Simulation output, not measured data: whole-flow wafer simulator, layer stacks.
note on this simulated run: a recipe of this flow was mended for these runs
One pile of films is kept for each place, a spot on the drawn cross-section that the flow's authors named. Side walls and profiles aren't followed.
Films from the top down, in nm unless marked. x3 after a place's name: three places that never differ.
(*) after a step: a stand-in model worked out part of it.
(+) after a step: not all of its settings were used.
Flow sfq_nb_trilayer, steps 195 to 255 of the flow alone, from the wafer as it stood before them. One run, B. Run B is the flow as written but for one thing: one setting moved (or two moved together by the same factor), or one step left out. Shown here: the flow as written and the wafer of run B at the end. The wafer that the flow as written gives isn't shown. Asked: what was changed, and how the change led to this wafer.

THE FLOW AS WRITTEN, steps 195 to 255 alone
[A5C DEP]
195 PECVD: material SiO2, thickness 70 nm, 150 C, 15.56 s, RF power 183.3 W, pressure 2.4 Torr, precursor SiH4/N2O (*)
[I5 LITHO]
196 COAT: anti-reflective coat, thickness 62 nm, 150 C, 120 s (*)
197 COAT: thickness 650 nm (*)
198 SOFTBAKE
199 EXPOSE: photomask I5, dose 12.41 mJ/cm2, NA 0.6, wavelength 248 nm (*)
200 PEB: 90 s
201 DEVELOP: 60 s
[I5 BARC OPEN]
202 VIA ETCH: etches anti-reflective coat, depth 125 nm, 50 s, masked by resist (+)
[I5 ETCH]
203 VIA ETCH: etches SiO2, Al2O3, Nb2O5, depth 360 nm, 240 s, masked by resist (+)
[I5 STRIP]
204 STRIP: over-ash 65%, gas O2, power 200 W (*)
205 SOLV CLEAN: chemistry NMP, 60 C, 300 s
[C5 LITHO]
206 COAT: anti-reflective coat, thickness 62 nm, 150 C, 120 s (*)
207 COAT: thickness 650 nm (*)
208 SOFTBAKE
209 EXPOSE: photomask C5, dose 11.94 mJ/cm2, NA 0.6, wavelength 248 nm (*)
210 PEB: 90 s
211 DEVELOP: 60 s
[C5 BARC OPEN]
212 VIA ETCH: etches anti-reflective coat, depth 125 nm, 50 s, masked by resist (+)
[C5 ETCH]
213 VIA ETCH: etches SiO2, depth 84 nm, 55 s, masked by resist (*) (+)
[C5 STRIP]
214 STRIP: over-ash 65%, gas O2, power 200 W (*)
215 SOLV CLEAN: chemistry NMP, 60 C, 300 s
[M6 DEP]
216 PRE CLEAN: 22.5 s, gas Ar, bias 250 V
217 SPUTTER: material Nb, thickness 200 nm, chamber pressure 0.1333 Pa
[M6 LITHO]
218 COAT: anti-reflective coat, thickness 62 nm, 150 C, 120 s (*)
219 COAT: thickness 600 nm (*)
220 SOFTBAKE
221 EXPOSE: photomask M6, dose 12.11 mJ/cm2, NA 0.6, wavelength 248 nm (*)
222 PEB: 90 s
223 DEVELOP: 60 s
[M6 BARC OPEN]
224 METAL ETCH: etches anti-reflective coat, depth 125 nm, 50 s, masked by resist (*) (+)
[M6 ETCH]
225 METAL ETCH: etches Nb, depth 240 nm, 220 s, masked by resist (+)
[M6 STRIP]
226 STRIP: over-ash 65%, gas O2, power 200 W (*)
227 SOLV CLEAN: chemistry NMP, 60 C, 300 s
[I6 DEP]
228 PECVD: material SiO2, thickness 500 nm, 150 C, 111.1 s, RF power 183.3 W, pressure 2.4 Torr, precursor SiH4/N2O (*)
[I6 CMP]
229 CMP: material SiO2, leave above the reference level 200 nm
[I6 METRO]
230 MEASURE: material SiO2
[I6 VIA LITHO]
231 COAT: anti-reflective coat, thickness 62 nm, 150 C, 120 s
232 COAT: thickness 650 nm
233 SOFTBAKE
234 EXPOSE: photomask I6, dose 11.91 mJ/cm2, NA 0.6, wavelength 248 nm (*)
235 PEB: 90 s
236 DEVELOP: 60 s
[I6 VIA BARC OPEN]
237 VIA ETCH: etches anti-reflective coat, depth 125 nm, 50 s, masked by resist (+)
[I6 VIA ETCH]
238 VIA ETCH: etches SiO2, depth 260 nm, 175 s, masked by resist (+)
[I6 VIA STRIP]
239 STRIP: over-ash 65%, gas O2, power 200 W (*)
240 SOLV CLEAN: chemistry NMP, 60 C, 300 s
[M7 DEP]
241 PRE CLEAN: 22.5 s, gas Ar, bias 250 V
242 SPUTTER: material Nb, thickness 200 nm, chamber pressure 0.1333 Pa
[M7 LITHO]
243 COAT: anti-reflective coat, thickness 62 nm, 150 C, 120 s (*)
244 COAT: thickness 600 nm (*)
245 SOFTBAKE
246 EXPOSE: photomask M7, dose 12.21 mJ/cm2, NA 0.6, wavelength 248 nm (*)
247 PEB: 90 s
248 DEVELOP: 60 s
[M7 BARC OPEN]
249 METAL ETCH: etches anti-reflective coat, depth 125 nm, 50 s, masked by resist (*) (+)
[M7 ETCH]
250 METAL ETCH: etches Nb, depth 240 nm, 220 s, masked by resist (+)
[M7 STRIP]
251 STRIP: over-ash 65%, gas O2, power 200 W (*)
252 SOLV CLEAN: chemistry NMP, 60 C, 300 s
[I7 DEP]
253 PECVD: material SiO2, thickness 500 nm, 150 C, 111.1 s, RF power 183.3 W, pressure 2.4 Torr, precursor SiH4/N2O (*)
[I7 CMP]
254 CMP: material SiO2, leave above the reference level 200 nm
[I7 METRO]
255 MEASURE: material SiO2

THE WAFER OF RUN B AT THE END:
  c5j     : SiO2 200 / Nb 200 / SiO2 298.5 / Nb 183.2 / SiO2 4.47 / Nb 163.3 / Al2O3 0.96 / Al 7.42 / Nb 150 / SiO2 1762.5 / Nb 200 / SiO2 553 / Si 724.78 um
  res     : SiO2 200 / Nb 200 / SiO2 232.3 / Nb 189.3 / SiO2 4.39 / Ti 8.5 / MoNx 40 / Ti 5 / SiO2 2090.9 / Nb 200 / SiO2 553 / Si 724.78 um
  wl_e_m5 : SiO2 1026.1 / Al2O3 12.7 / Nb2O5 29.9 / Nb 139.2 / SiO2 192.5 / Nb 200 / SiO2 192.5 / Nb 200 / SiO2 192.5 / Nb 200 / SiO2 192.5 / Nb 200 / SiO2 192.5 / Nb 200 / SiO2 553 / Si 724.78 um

The cause: step 195, PECVD: 21.39 s was run, where the flow has 15.56 s.

How the change led to this, step by step:
  195 PECVD: material SiO2, thickness 70 nm, 150 C, 15.56 s, RF power 183.3 W, pressure 2.4 Torr, precursor SiH4/N2O (*)
      field_l, v_sur, via_wl and 92 more: SiO2 +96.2 (as written it would be: SiO2 +70)
      ce_l, c5j, ce_r and 8 more: SiO2 +96.2 (new film) (as written it would be: SiO2 +70 (new film))
  196 COAT: anti-reflective coat, thickness 62 nm, 150 C, 120 s (*)
      r5r_line_l, r5r_line_c, r5r_line_r: anti-reflective coat +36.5 (new film) (as written it would be: anti-reflective coat +35.5 (new film))
  203 VIA ETCH: etches SiO2, Al2O3, Nb2O5, depth 360 nm, 240 s, masked by resist (+)
      be: SiO2 -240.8 (all of it), Al2O3 -12.7 (all of it), Nb2O5 -29.9 (all of it), Nb -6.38 (as written it would be: SiO2 -214.5 (all of it), Al2O3 -12.7 (all of it), Nb2O5 -29.9 (all of it), Nb -8.57)
  204 STRIP: over-ash 65%, gas O2, power 200 W (*)
      r5r_line_l, r5r_line_c, r5r_line_r: KrF-resist-other-grade -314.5 (all of it), anti-reflective coat -36.5 (all of it) (as written it would be: KrF-resist-other-grade -314.5 (all of it), anti-reflective coat -35.5 (all of it))
  206 COAT: anti-reflective coat, thickness 62 nm, 150 C, 120 s (*)
      r5r_line_l, r5r_line_c, r5r_line_r: anti-reflective coat +36.5 (new film) (as written it would be: anti-reflective coat +35.5 (new film))
      be: anti-reflective coat +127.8 (new film) (as written it would be: anti-reflective coat +124.3 (new film))
  207 COAT: thickness 650 nm (*)
      be: KrF-resist-other-grade +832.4 (new film) (as written it would be: KrF-resist-other-grade +815 (new film))
  213 VIA ETCH: etches SiO2, depth 84 nm, 55 s, masked by resist (*) (+)
      c5j: SiO2 -84 (as written it would be: SiO2 -69.7 (all of it), Nb -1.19)
      res: SiO2 -84 (as written it would be: SiO2 -69.7 (all of it), Ti -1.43)
  214 STRIP: over-ash 65%, gas O2, power 200 W (*)
      r5r_line_l, r5r_line_c, r5r_line_r: KrF-resist-other-grade -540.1 (all of it), anti-reflective coat -36.5 (all of it) (as written it would be: KrF-resist-other-grade -540 (all of it), anti-reflective coat -35.5 (all of it))
      be: KrF-resist-other-grade -723.1 (all of it), anti-reflective coat -127.8 (all of it) (as written it would be: KrF-resist-other-grade -705.8 (all of it), anti-reflective coat -124.3 (all of it))
  216 PRE CLEAN: 22.5 s, gas Ar, bias 250 V
      c5j: SiO2 -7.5 (as written it would be: Nb -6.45)
      res: SiO2 -7.5 (as written it would be: Ti -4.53)
  217 SPUTTER: material Nb, thickness 200 nm, chamber pressure 0.1333 Pa
      c5j: Nb +183.2 (new film) (as written it would be: Nb +188.4)
      be: Nb +140.5 (as written it would be: Nb +145.8)
  218 COAT: anti-reflective coat, thickness 62 nm, 150 C, 120 s (*)
      be: anti-reflective coat +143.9 (new film) (as written it would be: anti-reflective coat +139.6 (new film))
      jj_sur: anti-reflective coat +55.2 (new film) (as written it would be: anti-reflective coat +57.9 (new film))
      (and at 7 more places)
  219 COAT: thickness 600 nm (*)
      be: KrF-resist-other-grade +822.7 (new film) (as written it would be: KrF-resist-other-grade +795.2 (new film))
  226 STRIP: over-ash 65%, gas O2, power 200 W (*)
      be: KrF-resist-other-grade -586.8 (all of it), anti-reflective coat -143.9 (all of it) (as written it would be: KrF-resist-other-grade -559.4 (all of it), anti-reflective coat -139.6 (all of it))
      jj_sur: KrF-resist-other-grade -363.5 (all of it), anti-reflective coat -55.2 (all of it) (as written it would be: KrF-resist-other-grade -361.7 (all of it), anti-reflective coat -57.9 (all of it))
      (and at 7 more places)
  228 PECVD: material SiO2, thickness 500 nm, 150 C, 111.1 s, RF power 183.3 W, pressure 2.4 Torr, precursor SiH4/N2O (*)
      be: SiO2 +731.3 (new film) (as written it would be: SiO2 +702 (new film))
      c5j: SiO2 +534 (new film) (as written it would be: SiO2 +514.7 (new film))
  229 CMP: material SiO2, leave above the reference level 200 nm
      res: SiO2 -260.2 (as written it would be: SiO2 -279.3)
Counting metal films that touch as one body, c5j has 5 bodies (between them, from the top down: SiO2 298.5; SiO2 4.47; Al2O3 0.96; SiO2 1762.5); the flow as written gives 4 bodies (between them, from the top down: SiO2 279.2; Al2O3 0.96; SiO2 1762.5).
Counting metal films that touch as one body, res has 4 bodies (between them, from the top down: SiO2 232.3; SiO2 4.39; SiO2 2090.9); the flow as written gives 3 bodies (between them, from the top down: SiO2 213.2; SiO2 2090.9).
